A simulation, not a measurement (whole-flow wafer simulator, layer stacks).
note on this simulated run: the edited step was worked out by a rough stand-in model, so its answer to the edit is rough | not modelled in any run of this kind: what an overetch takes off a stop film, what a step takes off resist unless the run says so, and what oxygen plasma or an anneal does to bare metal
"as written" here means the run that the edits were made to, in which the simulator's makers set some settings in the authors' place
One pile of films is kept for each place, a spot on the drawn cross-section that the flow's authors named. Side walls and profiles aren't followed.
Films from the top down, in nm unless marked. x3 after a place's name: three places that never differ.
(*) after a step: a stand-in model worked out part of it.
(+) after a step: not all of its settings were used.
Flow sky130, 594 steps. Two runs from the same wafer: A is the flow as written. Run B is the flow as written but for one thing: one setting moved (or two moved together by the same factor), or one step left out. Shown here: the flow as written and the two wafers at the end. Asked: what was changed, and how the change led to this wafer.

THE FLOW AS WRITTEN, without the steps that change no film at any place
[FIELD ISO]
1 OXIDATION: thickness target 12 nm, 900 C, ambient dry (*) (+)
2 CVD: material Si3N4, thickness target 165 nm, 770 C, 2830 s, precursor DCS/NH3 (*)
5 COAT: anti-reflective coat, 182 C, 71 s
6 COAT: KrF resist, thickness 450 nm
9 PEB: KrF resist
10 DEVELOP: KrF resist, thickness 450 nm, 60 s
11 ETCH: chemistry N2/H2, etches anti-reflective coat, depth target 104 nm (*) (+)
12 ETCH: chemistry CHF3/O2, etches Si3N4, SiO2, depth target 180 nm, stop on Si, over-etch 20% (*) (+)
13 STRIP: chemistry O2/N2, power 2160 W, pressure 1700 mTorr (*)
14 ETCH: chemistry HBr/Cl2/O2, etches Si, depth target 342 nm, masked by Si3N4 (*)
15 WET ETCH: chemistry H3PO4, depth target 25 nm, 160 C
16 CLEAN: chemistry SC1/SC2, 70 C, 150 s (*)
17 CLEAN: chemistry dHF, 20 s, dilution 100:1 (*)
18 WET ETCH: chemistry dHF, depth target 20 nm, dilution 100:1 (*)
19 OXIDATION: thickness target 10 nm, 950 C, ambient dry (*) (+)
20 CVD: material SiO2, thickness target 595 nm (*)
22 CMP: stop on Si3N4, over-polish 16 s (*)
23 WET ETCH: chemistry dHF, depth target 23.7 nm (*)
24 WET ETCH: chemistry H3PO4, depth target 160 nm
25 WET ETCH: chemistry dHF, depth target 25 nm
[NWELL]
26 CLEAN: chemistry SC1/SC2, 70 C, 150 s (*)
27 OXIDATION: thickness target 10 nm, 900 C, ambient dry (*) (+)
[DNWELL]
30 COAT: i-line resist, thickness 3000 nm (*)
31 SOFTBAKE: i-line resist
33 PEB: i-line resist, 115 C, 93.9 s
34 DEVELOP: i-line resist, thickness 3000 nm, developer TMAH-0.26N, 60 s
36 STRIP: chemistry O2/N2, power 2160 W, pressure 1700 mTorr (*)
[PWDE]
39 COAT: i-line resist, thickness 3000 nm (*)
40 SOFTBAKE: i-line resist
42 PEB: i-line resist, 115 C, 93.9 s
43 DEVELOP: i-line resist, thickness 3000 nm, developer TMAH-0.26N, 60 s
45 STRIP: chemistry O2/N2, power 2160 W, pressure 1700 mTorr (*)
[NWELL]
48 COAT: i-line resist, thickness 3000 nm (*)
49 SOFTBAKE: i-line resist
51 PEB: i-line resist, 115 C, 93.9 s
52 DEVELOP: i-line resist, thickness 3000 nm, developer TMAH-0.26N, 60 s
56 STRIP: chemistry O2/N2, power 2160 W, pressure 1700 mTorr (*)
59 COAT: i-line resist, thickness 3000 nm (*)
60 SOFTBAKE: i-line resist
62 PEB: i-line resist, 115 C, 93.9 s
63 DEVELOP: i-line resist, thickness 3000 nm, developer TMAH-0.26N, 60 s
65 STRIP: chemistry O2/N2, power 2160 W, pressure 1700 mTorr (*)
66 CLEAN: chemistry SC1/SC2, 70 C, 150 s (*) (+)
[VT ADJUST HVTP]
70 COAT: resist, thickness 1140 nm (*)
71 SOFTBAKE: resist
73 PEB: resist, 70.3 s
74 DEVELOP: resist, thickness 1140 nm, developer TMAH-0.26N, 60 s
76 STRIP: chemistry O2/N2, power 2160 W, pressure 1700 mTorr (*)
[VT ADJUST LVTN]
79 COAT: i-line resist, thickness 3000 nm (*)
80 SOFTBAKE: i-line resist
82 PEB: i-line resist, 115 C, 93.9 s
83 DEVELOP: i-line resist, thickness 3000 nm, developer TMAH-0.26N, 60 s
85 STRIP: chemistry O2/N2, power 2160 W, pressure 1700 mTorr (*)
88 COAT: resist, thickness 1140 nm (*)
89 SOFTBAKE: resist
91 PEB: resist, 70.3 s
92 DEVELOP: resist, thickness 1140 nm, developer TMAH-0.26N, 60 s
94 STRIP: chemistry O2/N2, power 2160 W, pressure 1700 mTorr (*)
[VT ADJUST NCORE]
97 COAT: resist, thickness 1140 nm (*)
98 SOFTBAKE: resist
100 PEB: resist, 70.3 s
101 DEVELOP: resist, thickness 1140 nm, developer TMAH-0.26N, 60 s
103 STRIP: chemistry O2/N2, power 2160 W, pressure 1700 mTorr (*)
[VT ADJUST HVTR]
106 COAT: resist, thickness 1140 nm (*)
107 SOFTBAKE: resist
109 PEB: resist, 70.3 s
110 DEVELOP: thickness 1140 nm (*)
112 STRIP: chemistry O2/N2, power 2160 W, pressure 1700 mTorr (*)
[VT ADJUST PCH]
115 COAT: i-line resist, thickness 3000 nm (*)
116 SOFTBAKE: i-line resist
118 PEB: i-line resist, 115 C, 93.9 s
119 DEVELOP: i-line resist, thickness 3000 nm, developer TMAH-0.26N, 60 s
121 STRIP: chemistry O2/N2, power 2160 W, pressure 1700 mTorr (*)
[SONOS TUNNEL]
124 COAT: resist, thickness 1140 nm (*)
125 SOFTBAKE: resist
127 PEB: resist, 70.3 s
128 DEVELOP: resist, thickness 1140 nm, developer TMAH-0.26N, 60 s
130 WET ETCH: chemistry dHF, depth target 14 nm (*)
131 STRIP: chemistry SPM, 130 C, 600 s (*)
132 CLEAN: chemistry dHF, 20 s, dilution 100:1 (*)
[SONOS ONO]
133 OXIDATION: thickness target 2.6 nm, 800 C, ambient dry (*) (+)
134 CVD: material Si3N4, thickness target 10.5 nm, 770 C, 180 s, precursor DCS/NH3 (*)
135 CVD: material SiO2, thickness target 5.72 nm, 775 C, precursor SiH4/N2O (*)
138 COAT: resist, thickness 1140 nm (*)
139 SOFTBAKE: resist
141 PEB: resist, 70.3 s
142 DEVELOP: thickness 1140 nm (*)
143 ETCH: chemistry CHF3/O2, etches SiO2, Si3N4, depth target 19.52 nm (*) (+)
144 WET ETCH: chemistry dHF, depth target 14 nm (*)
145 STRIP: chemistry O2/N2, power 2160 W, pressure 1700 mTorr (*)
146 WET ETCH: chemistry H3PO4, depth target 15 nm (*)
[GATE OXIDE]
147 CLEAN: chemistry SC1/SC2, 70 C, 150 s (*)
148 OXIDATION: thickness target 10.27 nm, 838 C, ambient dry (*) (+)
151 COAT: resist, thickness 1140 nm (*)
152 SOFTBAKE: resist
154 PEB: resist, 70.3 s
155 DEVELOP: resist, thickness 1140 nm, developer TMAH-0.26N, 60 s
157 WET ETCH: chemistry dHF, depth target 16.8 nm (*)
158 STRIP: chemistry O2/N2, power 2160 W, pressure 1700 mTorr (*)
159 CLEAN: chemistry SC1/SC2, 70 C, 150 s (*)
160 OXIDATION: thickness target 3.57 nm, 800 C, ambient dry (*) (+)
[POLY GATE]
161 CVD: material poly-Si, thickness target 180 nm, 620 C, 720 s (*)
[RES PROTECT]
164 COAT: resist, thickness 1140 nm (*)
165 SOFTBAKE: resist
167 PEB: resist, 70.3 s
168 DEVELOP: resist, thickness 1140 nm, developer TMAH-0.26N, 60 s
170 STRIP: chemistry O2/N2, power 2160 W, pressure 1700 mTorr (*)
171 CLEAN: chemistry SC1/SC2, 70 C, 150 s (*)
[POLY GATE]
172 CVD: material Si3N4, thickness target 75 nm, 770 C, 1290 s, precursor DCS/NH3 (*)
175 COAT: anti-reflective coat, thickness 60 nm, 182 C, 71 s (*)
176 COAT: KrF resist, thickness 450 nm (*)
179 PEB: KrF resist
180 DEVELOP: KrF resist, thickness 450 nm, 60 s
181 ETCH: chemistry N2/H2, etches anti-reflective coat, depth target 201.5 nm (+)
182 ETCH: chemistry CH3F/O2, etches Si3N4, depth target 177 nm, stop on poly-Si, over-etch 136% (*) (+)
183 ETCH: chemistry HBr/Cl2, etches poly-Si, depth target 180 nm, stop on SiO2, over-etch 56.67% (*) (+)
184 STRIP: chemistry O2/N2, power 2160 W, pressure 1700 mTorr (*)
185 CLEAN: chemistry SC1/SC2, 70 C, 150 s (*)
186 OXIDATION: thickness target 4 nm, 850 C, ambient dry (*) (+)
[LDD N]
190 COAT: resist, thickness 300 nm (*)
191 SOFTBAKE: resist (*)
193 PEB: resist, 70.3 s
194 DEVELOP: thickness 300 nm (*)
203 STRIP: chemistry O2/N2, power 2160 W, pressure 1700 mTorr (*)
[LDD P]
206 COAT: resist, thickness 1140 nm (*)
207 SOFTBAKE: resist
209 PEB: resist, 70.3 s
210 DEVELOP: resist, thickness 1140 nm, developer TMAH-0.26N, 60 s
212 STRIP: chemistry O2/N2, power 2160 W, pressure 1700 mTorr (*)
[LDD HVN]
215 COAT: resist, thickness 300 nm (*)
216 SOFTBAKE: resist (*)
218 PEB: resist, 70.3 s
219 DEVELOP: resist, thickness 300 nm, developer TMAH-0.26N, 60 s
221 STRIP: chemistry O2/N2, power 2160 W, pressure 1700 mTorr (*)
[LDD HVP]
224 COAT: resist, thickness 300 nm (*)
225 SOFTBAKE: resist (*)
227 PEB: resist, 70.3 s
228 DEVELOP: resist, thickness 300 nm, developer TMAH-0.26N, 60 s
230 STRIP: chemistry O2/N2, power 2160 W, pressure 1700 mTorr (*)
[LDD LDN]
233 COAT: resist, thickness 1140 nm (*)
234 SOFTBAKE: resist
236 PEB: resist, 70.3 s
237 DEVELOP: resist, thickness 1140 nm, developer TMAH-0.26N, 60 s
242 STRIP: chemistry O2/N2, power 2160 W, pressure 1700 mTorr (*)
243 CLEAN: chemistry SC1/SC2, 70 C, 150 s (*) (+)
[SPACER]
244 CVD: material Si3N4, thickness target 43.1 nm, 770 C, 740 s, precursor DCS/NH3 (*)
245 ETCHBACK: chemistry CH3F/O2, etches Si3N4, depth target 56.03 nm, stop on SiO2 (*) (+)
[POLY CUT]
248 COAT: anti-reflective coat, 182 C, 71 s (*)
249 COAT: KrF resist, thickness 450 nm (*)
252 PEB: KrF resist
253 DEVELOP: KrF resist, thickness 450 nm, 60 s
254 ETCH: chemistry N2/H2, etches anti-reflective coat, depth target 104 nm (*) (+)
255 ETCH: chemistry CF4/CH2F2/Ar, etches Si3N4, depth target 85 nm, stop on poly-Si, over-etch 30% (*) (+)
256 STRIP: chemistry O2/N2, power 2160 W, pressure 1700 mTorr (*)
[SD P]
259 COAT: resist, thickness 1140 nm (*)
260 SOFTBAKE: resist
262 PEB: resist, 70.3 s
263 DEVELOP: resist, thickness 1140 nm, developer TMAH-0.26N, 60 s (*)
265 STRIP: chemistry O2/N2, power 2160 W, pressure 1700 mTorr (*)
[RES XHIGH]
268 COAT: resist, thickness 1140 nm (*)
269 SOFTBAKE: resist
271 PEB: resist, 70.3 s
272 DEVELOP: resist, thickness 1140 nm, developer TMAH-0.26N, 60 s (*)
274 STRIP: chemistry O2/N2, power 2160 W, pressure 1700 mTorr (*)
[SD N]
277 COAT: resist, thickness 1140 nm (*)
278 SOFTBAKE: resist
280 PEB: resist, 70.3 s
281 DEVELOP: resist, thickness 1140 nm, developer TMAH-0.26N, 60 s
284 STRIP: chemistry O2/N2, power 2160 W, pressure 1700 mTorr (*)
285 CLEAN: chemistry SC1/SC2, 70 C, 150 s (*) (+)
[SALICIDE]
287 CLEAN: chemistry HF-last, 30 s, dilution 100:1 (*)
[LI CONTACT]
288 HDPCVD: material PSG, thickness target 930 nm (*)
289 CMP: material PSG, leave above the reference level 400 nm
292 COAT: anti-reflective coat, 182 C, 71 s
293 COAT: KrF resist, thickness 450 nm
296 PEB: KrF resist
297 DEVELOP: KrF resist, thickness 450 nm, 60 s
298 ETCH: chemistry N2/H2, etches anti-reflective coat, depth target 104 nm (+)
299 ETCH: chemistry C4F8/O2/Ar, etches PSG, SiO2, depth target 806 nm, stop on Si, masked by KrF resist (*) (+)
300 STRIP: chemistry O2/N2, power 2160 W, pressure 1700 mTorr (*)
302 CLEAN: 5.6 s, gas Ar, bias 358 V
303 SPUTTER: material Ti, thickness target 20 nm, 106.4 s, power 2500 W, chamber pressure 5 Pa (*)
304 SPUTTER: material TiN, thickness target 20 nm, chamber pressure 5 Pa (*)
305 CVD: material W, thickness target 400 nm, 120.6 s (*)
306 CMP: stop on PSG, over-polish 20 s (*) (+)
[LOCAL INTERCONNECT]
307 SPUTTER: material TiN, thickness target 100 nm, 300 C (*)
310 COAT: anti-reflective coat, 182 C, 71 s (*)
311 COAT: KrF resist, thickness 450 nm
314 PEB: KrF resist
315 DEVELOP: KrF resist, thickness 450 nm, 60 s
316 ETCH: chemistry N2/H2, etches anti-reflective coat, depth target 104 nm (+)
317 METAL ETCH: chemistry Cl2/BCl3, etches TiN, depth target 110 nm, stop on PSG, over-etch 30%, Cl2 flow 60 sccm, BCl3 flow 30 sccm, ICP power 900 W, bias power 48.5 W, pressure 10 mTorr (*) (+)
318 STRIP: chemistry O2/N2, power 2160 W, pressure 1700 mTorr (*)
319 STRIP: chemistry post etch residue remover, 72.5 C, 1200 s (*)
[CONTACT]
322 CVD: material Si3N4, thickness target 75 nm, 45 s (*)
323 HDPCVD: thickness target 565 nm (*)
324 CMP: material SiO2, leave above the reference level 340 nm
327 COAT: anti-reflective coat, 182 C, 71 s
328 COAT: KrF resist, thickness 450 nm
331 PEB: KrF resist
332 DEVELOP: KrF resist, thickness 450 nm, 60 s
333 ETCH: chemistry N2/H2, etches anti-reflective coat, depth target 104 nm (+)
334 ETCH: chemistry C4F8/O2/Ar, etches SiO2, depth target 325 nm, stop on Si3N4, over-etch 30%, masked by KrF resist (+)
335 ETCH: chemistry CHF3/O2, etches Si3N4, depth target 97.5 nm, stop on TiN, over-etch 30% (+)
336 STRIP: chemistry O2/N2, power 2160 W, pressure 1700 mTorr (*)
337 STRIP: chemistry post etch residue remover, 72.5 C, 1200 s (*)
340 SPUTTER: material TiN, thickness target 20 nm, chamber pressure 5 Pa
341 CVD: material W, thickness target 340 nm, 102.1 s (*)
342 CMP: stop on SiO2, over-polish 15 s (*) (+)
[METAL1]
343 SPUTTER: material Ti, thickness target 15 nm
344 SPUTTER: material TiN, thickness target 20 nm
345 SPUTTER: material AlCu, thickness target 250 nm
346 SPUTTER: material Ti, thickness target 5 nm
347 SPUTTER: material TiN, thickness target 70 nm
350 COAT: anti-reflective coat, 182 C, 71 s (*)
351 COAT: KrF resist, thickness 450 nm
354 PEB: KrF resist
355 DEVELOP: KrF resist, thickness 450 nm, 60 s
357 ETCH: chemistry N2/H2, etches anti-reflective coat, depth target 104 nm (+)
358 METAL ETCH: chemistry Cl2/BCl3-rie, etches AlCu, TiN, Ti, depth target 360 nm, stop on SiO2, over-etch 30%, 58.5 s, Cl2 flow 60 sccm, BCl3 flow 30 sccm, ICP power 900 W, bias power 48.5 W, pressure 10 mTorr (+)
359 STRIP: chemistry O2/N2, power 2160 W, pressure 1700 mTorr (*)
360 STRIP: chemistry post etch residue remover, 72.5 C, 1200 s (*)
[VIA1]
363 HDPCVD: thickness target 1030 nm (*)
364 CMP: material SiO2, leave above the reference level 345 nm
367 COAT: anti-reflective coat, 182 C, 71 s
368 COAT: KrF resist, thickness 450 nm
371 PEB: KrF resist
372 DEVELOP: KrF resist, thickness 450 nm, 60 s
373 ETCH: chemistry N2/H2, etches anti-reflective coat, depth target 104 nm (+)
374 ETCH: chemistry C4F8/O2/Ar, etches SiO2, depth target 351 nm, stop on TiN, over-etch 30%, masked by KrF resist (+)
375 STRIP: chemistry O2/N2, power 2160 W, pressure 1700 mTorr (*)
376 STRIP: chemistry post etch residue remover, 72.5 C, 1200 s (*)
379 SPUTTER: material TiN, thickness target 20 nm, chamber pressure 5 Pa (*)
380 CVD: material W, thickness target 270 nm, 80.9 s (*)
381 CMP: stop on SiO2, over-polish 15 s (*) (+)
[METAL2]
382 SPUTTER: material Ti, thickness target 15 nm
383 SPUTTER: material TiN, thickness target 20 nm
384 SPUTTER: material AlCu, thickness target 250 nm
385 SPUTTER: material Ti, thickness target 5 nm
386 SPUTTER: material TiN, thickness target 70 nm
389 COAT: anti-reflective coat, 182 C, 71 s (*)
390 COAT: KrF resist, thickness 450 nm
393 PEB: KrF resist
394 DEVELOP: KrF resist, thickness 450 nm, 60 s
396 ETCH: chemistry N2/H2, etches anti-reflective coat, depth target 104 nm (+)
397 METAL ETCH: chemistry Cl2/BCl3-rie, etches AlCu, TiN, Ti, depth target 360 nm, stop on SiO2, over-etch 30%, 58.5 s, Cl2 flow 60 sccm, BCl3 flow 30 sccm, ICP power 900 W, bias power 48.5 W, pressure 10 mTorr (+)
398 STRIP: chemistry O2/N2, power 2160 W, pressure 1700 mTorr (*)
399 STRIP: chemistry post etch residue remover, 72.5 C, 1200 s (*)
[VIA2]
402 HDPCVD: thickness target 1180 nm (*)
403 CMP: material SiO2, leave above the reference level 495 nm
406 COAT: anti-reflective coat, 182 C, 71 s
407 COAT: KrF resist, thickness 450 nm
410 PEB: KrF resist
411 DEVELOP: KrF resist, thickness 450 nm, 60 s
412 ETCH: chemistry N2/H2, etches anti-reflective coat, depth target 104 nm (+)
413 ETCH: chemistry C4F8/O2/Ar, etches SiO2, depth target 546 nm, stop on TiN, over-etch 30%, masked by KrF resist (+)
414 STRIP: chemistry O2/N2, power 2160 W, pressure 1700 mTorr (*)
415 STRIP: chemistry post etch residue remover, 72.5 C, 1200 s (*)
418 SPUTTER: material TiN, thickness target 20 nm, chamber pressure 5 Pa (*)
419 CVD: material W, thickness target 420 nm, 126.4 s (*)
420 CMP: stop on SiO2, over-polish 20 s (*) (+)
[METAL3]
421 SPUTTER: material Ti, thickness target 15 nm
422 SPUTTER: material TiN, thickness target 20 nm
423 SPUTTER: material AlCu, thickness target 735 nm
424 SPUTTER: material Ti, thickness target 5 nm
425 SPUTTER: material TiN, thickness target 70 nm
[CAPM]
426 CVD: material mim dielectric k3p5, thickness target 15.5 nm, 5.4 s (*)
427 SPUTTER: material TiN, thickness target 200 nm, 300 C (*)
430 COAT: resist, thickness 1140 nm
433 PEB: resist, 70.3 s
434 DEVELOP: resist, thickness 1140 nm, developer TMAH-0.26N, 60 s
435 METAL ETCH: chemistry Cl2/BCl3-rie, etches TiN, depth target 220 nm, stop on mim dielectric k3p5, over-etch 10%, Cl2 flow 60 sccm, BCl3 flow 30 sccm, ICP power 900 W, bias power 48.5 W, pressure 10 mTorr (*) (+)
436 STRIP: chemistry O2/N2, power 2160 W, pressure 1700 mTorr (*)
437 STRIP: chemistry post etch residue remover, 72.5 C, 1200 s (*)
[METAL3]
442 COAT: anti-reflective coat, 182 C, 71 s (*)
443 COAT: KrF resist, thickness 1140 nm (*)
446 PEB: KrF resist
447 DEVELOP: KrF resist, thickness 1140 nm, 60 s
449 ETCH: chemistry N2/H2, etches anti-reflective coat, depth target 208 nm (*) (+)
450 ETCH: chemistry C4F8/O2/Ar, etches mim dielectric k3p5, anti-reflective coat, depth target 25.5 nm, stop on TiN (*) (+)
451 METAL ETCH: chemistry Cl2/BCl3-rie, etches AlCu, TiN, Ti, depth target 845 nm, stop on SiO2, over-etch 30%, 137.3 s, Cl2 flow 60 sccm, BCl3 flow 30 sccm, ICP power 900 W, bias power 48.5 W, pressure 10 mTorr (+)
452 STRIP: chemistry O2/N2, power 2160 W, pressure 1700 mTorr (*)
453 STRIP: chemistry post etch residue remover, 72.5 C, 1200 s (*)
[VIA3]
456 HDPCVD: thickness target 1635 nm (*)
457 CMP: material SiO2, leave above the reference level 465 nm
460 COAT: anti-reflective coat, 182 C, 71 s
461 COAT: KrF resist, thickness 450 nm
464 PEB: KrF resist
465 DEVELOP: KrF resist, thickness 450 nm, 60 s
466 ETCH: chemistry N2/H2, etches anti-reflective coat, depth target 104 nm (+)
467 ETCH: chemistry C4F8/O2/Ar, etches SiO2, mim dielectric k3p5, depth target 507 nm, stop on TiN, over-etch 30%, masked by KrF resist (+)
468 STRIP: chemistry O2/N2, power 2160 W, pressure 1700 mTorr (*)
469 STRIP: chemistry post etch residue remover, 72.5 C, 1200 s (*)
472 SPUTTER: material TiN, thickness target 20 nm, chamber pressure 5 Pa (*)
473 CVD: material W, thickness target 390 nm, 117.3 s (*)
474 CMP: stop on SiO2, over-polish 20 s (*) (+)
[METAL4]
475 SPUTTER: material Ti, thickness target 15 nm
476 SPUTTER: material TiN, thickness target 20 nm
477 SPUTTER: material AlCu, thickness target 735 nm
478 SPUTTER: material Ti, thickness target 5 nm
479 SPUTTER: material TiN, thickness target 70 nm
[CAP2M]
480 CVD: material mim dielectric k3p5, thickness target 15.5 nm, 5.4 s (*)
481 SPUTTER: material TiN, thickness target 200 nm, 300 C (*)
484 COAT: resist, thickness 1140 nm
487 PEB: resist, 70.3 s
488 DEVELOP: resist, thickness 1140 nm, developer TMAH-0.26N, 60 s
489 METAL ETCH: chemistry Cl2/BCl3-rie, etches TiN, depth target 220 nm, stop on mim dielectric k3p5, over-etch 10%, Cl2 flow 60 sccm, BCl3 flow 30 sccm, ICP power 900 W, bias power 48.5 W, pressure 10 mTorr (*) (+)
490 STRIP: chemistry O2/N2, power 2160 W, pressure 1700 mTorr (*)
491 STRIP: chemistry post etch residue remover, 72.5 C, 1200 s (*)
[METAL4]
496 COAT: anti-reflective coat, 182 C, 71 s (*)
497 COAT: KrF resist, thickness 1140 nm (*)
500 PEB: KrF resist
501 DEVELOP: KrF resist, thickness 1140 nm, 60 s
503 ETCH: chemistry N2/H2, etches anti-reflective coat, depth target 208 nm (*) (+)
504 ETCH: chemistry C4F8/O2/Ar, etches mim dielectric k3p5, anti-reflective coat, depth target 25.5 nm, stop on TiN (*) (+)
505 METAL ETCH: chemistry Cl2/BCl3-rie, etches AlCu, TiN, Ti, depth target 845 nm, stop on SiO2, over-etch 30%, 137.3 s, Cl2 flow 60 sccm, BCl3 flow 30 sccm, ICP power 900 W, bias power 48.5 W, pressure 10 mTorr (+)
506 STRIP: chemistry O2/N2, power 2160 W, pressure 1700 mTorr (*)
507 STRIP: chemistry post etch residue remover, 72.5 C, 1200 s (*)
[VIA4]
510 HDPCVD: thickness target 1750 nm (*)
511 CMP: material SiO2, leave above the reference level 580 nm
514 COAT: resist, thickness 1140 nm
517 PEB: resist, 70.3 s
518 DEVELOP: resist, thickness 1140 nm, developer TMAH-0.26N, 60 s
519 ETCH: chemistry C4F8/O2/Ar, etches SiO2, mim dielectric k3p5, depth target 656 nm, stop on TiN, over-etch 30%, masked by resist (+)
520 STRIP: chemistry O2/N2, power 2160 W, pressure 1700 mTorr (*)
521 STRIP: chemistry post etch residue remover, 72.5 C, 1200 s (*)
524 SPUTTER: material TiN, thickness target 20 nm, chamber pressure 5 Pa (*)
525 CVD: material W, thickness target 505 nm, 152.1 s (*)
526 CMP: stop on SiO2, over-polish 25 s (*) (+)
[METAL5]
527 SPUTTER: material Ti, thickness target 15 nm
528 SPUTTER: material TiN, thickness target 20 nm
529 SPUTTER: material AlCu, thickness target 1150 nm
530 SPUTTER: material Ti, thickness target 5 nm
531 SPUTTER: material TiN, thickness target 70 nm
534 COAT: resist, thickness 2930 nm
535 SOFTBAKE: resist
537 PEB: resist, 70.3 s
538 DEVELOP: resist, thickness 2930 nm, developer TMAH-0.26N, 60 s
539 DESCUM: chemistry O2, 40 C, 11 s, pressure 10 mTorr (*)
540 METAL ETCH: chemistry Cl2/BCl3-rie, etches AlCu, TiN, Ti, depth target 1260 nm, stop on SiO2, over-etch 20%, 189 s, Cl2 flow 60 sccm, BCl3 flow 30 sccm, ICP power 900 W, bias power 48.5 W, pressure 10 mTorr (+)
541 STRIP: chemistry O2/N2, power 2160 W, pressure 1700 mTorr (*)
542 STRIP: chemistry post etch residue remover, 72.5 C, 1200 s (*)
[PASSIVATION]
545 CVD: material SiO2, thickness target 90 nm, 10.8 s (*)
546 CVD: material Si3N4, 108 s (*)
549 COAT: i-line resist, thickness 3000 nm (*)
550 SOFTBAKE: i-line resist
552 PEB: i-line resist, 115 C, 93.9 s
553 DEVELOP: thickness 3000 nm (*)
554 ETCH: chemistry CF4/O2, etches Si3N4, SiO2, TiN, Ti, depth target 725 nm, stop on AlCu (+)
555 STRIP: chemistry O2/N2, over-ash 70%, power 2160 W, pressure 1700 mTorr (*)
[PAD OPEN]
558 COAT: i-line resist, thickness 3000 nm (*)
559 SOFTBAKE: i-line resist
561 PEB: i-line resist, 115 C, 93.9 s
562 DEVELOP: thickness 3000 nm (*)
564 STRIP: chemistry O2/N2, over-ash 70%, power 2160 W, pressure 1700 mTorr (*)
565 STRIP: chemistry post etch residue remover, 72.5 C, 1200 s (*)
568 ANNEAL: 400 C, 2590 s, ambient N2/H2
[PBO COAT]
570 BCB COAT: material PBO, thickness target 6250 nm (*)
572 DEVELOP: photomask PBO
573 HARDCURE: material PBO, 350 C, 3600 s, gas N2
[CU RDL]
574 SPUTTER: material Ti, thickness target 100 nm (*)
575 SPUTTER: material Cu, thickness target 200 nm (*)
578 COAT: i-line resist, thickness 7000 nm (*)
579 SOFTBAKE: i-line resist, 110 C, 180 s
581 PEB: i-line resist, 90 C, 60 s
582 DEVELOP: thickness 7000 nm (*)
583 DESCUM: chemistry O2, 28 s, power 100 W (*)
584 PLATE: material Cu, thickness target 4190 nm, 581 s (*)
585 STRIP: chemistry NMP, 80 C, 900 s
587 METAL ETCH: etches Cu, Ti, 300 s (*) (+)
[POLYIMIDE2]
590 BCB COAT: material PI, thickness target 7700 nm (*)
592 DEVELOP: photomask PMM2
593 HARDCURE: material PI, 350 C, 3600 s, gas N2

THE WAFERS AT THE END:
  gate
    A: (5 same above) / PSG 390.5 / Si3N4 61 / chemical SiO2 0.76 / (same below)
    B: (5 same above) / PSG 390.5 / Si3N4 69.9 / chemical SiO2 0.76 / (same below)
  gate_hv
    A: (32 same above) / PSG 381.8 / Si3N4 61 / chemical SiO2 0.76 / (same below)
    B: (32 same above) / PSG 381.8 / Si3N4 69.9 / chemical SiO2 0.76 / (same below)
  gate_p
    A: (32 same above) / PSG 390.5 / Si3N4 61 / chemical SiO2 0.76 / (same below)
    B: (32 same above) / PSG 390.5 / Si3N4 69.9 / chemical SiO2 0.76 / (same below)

The cause: step 245, ETCHBACK: depth target 47.07 nm was run, where the flow has depth target 56.03 nm.

How the change led to this, step by step:
  245 ETCHBACK: chemistry CH3F/O2, etches Si3N4, depth target 56.03 nm, stop on SiO2 (*) (+)
      field, active, p_well and 101 more: A Si3N4 -43.1 (all of it), SiO2 -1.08 | B Si3N4 -43.1 (all of it), SiO2 -0.33
      n_well, gate, gate_hv and 74 more: A Si3N4 -56 | B Si3N4 -47.1
  248 COAT: anti-reflective coat, 182 C, 71 s (*)
      active: A anti-reflective coat +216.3 (new film) | B anti-reflective coat +223.2 (new film)
      gate_hv: A anti-reflective coat +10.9 (new film) | B anti-reflective coat +9.26 (new film)
      (and at 56 more places)
  249 COAT: KrF resist, thickness 450 nm (*)
      n_well: A KrF resist +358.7 (new film) | B KrF resist +351.1 (new film)
      pad: A KrF resist +349.1 (new film) | B KrF resist +341.5 (new film)
      (and at 8 more places)
  254 ETCH: chemistry N2/H2, etches anti-reflective coat, depth target 104 nm (*) (+)
      rxpo_ln: A anti-reflective coat -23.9 (all of it), Si3N4 -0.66 | B anti-reflective coat -25.1 (all of it), Si3N4 -0.64
  255 ETCH: chemistry CF4/CH2F2/Ar, etches Si3N4, depth target 85 nm, stop on poly-Si, over-etch 30% (*) (+)
      field, active, n_well and 180 more: A KrF resist -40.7 | B KrF resist -42.5
      rpo_wd, rxpo_wd: A Si3N4 -61.6 (all of it), chemical SiO2 -0.75 (all of it) | B Si3N4 -70.6 (all of it), chemical SiO2 -0.75 (all of it)
      (and at 5 more places)
  256 STRIP: chemistry O2/N2, power 2160 W, pressure 1700 mTorr (*)
      active: A KrF resist -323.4 (all of it), anti-reflective coat -216.3 (all of it) | B KrF resist -318.5 (all of it), anti-reflective coat -223.2 (all of it)
      n_well: A KrF resist -262 (all of it), anti-reflective coat -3 (all of it) | B KrF resist -253.3 (all of it), anti-reflective coat -3 (all of it)
      (and at 65 more places)
  260 SOFTBAKE: resist
      pplus_nw: A resist +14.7 | B resist +15.3
      pwell_dnw: A resist +9.74 | B resist +10.3
      (and at 6 more places)
  269 SOFTBAKE: resist
      pplus_nw: A resist +14.7 | B resist +15.3
      pwell_dnw: A resist +9.74 | B resist +10.3
      (and at 6 more places)
  278 SOFTBAKE: resist
      pplus_nw: A resist +14.7 | B resist +15.3
      pwell_dnw: A resist +9.74 | B resist +10.3
      (and at 6 more places)
  289 CMP: material PSG, leave above the reference level 400 nm
      mim, vpp_sp, vpp_ln and 30 more: A PSG -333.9 | B PSG -325.7
      active, p_well, sd_n and 19 more: A PSG -285.8 | B PSG -277.6
      (and at 51 more places)
  299 ETCH: chemistry C4F8/O2/Ar, etches PSG, SiO2, depth target 806 nm, stop on Si, masked by KrF resist (*) (+)
      contact, ndiff_licon, ndiff_licon_cpp: A PSG -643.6 (all of it), SiO2 -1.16 (all of it) | B PSG -651.8 (all of it), SiO2 -1.9 (all of it)
      poly_licon, rpo_hd_licon: A PSG -411.7 (all of it) | B PSG -420.6 (all of it)
  306 CMP: stop on PSG, over-polish 20 s (*) (+)
      poly_licon: A W -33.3 | B W -24.4
